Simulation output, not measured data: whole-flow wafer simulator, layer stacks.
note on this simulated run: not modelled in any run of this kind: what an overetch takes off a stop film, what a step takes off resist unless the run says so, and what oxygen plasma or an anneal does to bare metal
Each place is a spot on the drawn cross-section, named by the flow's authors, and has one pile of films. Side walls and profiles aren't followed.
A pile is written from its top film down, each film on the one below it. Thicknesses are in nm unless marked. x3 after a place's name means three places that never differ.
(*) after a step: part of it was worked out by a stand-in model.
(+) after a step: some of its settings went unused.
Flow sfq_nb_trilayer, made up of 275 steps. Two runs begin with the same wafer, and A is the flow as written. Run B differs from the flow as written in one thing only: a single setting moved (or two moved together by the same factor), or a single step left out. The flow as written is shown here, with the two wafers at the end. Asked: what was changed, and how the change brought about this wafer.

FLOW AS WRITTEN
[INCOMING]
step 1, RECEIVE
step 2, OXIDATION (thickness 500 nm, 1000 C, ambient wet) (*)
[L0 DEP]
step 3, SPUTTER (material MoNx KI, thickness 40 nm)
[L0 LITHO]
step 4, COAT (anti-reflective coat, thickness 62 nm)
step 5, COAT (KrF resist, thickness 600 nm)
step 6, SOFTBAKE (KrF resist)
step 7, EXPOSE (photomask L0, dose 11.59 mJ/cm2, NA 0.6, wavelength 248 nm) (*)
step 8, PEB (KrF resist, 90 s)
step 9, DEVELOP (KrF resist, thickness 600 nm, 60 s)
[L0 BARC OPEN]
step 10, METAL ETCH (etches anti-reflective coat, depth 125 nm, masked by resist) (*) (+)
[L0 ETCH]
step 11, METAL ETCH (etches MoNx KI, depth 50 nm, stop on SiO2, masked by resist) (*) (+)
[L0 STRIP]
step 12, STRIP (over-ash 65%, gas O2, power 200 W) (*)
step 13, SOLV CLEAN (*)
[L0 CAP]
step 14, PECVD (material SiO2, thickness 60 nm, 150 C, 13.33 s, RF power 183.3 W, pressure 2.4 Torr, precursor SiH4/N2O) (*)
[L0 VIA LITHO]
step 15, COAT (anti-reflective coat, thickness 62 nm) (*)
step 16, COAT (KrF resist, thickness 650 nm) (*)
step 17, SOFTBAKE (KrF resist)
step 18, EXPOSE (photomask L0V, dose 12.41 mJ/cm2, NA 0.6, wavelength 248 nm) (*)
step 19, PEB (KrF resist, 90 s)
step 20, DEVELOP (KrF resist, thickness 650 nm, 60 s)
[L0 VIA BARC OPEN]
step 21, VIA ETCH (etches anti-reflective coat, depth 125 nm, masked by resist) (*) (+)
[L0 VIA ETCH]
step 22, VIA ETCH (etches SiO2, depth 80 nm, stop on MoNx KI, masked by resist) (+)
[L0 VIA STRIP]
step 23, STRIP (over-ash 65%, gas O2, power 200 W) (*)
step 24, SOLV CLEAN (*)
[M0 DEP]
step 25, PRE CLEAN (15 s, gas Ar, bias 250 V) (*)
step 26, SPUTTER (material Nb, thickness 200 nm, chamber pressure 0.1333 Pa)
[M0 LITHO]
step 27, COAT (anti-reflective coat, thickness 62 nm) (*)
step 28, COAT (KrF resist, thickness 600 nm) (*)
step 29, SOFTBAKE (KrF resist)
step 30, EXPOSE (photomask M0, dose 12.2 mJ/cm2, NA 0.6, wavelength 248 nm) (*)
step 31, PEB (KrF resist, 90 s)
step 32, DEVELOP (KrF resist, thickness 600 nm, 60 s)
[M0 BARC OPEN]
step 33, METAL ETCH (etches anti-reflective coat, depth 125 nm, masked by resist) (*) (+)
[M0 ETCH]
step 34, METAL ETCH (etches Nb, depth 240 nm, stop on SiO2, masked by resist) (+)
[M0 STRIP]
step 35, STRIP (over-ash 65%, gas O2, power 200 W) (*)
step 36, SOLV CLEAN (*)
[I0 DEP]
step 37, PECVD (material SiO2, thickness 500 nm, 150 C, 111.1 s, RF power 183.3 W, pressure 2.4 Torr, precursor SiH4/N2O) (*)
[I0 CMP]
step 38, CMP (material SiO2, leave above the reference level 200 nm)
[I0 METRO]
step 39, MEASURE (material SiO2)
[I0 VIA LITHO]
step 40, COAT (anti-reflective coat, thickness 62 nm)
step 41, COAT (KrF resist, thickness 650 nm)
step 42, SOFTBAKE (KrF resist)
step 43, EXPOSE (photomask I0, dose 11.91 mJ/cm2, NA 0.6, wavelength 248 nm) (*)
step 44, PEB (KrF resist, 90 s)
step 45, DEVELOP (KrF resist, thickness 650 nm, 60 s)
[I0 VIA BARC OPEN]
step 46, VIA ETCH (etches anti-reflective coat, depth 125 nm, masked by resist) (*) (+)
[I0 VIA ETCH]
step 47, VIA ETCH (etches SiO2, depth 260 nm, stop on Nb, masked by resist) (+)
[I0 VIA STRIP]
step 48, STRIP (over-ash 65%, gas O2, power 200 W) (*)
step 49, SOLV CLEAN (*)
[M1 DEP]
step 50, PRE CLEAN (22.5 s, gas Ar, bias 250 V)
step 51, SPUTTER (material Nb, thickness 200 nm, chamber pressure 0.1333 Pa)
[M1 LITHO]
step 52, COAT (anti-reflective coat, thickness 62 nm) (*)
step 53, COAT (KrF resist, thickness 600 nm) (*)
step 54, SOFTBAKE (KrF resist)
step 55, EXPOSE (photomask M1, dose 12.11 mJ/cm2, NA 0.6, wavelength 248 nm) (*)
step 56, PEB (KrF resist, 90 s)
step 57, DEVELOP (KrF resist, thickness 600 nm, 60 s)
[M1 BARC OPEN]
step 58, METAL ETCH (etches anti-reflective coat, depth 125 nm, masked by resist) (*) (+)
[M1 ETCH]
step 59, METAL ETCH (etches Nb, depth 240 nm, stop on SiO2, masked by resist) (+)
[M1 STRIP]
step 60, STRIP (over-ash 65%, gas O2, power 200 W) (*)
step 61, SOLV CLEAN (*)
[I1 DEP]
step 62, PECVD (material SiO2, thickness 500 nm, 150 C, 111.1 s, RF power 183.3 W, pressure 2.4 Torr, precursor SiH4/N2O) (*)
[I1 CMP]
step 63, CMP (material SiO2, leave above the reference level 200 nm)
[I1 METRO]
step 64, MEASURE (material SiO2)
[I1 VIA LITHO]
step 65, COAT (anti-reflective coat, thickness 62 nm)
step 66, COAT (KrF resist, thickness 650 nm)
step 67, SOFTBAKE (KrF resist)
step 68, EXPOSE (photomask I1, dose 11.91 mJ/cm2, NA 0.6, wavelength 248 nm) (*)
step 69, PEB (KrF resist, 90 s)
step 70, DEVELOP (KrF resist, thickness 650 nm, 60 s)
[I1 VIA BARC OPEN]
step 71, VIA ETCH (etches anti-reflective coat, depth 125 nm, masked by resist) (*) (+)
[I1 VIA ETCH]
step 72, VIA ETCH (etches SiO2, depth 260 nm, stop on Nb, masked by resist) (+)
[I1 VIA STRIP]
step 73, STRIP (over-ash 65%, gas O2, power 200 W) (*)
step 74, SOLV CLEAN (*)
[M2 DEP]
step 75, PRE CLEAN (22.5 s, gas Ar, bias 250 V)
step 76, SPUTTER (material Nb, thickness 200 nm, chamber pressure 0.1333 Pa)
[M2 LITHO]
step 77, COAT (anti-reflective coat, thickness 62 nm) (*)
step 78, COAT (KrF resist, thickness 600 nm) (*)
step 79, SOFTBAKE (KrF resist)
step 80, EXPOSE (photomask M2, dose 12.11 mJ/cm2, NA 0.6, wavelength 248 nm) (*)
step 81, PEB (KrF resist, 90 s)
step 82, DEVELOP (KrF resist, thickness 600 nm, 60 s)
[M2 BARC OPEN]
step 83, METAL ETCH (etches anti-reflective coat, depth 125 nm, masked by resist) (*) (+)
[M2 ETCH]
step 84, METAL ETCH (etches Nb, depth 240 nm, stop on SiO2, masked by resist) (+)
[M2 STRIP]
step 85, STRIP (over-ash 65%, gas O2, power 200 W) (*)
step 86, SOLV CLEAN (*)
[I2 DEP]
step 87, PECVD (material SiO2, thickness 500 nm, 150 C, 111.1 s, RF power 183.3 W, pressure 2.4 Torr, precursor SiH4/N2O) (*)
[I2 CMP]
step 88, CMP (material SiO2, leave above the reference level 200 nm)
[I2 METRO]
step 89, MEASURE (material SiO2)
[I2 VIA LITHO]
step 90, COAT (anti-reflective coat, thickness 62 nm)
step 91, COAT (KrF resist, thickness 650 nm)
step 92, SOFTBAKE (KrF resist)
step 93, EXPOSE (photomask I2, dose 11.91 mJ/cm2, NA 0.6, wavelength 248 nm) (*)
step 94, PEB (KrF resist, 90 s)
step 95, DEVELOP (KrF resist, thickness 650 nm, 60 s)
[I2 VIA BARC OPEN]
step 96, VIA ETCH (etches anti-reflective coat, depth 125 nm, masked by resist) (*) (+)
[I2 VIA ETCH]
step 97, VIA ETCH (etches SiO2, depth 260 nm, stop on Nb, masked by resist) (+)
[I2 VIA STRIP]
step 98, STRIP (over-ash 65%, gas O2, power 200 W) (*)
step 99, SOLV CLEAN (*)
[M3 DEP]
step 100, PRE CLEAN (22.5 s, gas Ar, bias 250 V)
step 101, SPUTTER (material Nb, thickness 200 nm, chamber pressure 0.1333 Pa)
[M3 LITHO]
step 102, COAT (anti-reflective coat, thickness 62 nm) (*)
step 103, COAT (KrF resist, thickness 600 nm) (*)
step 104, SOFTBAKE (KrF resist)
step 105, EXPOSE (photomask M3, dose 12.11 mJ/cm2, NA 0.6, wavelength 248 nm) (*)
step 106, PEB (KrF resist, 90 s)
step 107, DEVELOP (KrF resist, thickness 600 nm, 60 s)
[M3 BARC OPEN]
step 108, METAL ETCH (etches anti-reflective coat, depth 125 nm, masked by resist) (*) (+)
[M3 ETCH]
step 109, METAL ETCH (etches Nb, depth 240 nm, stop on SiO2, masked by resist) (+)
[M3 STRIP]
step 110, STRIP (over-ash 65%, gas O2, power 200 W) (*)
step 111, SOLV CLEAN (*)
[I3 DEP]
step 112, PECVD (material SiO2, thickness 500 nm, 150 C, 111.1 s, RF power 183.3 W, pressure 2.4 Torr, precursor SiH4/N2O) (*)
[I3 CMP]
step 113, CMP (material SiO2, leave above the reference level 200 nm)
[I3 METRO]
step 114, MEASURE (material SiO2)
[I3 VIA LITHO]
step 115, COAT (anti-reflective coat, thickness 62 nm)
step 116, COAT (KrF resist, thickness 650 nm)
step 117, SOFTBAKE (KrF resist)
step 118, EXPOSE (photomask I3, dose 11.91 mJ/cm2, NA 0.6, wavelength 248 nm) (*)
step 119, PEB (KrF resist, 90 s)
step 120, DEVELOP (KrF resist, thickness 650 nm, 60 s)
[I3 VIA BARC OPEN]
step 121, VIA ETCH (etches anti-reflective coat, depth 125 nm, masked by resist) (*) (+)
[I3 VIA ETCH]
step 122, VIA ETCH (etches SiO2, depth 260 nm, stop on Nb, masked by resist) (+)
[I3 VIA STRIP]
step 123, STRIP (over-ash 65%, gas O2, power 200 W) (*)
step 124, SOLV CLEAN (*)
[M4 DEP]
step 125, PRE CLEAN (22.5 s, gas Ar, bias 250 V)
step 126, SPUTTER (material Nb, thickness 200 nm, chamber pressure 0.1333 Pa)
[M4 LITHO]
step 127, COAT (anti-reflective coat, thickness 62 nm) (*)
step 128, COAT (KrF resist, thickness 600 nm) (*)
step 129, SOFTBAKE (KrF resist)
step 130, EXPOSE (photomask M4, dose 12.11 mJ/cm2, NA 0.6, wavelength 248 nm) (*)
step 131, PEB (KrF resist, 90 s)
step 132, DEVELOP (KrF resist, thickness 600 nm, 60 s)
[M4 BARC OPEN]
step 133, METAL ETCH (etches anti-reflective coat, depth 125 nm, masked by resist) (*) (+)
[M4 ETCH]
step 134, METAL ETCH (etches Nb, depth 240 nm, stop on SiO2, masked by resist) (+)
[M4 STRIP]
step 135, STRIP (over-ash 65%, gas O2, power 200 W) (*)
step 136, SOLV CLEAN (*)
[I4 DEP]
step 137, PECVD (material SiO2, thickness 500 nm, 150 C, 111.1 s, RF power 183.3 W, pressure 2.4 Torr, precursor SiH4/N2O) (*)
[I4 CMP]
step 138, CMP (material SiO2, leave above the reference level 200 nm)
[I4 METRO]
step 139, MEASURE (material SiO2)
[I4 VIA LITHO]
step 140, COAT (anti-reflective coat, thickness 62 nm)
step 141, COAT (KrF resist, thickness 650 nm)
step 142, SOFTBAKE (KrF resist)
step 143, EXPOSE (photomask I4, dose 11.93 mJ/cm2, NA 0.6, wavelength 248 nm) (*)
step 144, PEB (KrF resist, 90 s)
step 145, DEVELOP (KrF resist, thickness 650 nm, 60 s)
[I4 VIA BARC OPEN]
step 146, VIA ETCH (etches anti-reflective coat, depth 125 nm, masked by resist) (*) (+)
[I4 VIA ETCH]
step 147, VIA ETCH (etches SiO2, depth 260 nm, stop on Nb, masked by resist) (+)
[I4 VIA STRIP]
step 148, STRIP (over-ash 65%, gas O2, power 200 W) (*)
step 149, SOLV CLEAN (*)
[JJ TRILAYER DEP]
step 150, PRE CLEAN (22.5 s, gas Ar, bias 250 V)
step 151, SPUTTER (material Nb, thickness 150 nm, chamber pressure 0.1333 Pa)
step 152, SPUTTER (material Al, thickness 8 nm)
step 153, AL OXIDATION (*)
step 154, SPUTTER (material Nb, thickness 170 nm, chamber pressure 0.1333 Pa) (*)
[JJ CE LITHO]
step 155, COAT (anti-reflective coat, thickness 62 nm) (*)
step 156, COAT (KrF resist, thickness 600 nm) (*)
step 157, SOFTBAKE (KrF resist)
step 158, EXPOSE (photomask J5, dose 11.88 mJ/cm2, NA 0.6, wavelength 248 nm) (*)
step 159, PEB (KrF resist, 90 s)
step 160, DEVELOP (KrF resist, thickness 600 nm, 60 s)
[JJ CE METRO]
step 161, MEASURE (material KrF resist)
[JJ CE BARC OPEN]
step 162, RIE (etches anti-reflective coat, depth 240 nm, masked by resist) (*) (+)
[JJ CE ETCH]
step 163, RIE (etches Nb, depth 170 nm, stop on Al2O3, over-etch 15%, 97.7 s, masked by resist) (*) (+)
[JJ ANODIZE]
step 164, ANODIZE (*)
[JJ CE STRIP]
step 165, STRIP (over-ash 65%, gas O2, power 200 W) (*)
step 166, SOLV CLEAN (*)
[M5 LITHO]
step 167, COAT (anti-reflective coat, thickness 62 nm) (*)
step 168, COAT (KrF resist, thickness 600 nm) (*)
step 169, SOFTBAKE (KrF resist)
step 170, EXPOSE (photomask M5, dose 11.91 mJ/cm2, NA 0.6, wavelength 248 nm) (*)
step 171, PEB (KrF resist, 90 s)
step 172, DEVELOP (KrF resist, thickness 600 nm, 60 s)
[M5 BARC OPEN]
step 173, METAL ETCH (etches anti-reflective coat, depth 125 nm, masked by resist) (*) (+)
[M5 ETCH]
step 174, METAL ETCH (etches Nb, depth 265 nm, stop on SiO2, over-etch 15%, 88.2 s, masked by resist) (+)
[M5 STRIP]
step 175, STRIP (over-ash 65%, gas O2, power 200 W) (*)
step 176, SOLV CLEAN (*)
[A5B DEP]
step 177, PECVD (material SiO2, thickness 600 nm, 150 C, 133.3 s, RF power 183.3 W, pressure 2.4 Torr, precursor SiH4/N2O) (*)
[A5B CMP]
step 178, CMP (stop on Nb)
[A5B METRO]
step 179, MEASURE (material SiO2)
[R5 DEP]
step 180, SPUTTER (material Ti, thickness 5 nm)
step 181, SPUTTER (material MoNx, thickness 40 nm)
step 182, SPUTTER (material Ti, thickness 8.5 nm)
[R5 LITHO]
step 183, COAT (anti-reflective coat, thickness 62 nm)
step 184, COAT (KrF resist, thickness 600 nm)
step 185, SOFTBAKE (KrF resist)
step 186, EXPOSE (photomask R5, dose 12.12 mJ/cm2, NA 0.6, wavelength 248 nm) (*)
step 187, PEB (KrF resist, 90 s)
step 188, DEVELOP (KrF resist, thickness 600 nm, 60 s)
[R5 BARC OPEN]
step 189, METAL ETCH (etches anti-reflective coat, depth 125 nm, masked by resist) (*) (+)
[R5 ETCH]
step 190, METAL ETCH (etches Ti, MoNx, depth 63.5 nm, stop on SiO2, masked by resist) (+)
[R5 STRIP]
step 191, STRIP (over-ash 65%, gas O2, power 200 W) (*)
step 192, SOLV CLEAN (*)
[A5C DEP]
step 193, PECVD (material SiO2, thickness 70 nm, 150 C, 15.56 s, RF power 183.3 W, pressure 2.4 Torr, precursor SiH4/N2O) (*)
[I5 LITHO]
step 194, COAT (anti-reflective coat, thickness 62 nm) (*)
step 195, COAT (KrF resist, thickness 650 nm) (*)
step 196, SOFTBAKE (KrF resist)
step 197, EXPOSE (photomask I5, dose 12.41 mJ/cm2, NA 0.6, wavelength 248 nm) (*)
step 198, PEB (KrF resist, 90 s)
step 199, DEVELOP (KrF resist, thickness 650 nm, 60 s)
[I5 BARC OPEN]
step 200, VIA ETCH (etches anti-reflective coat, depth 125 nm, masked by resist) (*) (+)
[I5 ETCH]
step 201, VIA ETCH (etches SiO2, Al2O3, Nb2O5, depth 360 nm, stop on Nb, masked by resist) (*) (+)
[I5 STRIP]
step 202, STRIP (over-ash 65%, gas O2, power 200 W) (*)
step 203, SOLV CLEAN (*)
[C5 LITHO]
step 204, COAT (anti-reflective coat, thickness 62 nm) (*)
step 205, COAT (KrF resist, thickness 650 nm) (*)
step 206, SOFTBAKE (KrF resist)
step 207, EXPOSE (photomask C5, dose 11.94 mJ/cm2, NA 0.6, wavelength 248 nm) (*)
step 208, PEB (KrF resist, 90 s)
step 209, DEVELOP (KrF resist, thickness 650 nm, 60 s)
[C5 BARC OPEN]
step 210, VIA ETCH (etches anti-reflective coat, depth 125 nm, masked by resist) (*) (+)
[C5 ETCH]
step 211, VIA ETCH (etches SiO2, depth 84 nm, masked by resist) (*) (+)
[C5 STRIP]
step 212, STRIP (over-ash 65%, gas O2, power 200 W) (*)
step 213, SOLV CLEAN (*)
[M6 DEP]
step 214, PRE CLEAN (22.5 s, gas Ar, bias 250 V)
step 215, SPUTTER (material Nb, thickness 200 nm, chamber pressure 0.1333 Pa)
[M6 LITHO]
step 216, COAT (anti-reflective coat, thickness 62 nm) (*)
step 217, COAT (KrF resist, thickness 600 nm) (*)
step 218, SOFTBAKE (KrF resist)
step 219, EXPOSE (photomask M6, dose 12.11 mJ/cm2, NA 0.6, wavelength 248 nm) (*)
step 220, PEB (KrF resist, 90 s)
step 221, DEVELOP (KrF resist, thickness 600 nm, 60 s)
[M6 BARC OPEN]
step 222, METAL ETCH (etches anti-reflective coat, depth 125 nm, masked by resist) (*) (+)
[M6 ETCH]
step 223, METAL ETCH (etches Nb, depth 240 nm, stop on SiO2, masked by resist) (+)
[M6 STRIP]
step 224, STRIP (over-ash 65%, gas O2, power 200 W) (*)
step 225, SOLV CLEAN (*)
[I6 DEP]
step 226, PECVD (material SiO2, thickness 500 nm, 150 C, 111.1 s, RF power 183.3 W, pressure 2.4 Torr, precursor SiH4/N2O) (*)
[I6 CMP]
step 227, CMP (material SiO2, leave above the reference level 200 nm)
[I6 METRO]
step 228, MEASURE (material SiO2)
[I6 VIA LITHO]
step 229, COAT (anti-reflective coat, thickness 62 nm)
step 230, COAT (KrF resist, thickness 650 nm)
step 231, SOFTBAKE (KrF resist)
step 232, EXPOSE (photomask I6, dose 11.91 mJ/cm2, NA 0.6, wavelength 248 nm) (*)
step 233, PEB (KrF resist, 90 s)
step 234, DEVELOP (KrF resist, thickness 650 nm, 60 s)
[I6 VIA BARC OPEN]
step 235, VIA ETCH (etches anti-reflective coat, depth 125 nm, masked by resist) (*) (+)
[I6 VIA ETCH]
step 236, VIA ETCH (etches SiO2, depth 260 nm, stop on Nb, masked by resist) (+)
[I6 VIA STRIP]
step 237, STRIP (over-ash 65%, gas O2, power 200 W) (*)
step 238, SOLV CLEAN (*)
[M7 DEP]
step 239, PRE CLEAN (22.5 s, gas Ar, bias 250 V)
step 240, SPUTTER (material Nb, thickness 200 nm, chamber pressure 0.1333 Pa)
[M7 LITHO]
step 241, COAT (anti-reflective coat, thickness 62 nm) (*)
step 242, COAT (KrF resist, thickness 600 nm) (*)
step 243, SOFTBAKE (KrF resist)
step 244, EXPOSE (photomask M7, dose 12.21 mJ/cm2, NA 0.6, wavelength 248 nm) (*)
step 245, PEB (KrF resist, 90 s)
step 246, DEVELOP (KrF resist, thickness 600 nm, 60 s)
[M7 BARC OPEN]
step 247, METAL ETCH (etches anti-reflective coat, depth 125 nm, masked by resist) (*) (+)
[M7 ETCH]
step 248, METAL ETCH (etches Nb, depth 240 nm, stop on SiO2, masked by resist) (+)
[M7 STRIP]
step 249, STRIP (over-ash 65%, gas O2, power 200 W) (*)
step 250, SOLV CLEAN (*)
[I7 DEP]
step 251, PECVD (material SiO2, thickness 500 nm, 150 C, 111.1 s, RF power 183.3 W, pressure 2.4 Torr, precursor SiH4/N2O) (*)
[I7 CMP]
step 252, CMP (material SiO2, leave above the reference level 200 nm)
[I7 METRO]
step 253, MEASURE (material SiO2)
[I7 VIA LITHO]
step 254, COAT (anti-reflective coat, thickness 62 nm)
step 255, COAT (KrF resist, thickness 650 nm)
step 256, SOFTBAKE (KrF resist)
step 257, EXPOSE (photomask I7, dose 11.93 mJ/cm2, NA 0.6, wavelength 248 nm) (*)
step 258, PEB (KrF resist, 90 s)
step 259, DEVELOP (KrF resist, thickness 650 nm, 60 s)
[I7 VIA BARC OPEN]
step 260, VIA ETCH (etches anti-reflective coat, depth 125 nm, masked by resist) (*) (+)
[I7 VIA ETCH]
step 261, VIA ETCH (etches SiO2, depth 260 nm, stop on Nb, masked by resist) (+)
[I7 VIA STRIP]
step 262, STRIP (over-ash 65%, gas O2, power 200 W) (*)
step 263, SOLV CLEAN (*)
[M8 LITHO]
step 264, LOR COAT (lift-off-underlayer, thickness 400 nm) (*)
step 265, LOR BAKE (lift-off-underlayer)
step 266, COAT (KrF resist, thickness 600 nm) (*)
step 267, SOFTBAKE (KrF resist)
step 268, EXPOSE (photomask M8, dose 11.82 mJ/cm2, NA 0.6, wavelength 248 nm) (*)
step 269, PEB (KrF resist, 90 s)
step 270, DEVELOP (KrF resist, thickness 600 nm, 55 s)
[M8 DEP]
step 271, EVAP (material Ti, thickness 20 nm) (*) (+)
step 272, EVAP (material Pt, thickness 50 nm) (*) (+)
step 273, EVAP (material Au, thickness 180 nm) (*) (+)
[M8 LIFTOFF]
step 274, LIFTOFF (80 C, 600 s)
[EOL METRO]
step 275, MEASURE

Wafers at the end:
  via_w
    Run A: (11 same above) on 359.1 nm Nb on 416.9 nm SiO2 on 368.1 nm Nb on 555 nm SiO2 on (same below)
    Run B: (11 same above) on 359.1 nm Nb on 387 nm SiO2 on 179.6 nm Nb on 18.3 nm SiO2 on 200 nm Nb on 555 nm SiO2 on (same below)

The reason: step 47, VIA ETCH: depth 174 nm was run, whereas the flow has depth 260 nm.

How this came from the change, step by step:
  step 47, VIA ETCH (etches SiO2, depth 260 nm, stop on Nb, masked by resist) (+)
      via_w: A -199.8 SiO2 (all of it) | B -174 SiO2
      field_l, v_sur, via_wl and 102 more: A -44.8 KrF resist | B -30 KrF resist
  step 48, STRIP (over-ash 65%, gas O2, power 200 W) (*)
      field_l, v_sur, via_wl and 102 more: A -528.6 KrF resist (all of it), -62 anti-reflective coat (all of it) | B -543.4 KrF resist (all of it), -62 anti-reflective coat (all of it)
  step 50, PRE CLEAN (22.5 s, gas Ar, bias 250 V)
      via_w: A -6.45 Nb | B -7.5 SiO2
  step 51, SPUTTER (material Nb, thickness 200 nm, chamber pressure 0.1333 Pa)
      via_w: A +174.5 Nb | B +179.6 Nb (new film)
  step 52, COAT (anti-reflective coat, thickness 62 nm) (*)
      via_w: A +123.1 anti-reflective coat (new film) | B +116.2 anti-reflective coat (new film)
      via_wr: A +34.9 anti-reflective coat (new film) | B +33.8 anti-reflective coat (new film)
  step 53, COAT (KrF resist, thickness 600 nm) (*)
      via_w: A +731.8 KrF resist (new film) | B +712.3 KrF resist (new film)
  step 60, STRIP (over-ash 65%, gas O2, power 200 W) (*)
      via_w: A -513.8 KrF resist (all of it), -123.1 anti-reflective coat (all of it) | B -494.4 KrF resist (all of it), -116.2 anti-reflective coat (all of it)
      via_wr: A -384.4 KrF resist (all of it), -34.9 anti-reflective coat (all of it) | B -388.2 KrF resist (all of it), -33.8 anti-reflective coat (all of it)
  step 62, PECVD (material SiO2, thickness 500 nm, 150 C, 111.1 s, RF power 183.3 W, pressure 2.4 Torr, precursor SiH4/N2O) (*)
      via_w: A +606 SiO2 (new film) | B +551.6 SiO2 (new film)
  step 63, CMP (material SiO2, leave above the reference level 200 nm)
      via_w: A -181.6 SiO2 | B -157.1 SiO2
Taking metal films that touch as one body, via_w has 6 bodies (between them, from the top down: SiO2 192.5; SiO2 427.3 / Al2O3 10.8 / Nb2O5 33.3; SiO2 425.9; SiO2 387; SiO2 18.3); the flow as written gives 5 bodies (between them, from the top down: SiO2 192.5; SiO2 427.3 / Al2O3 10.8 / Nb2O5 33.3; SiO2 425.9; SiO2 416.9).
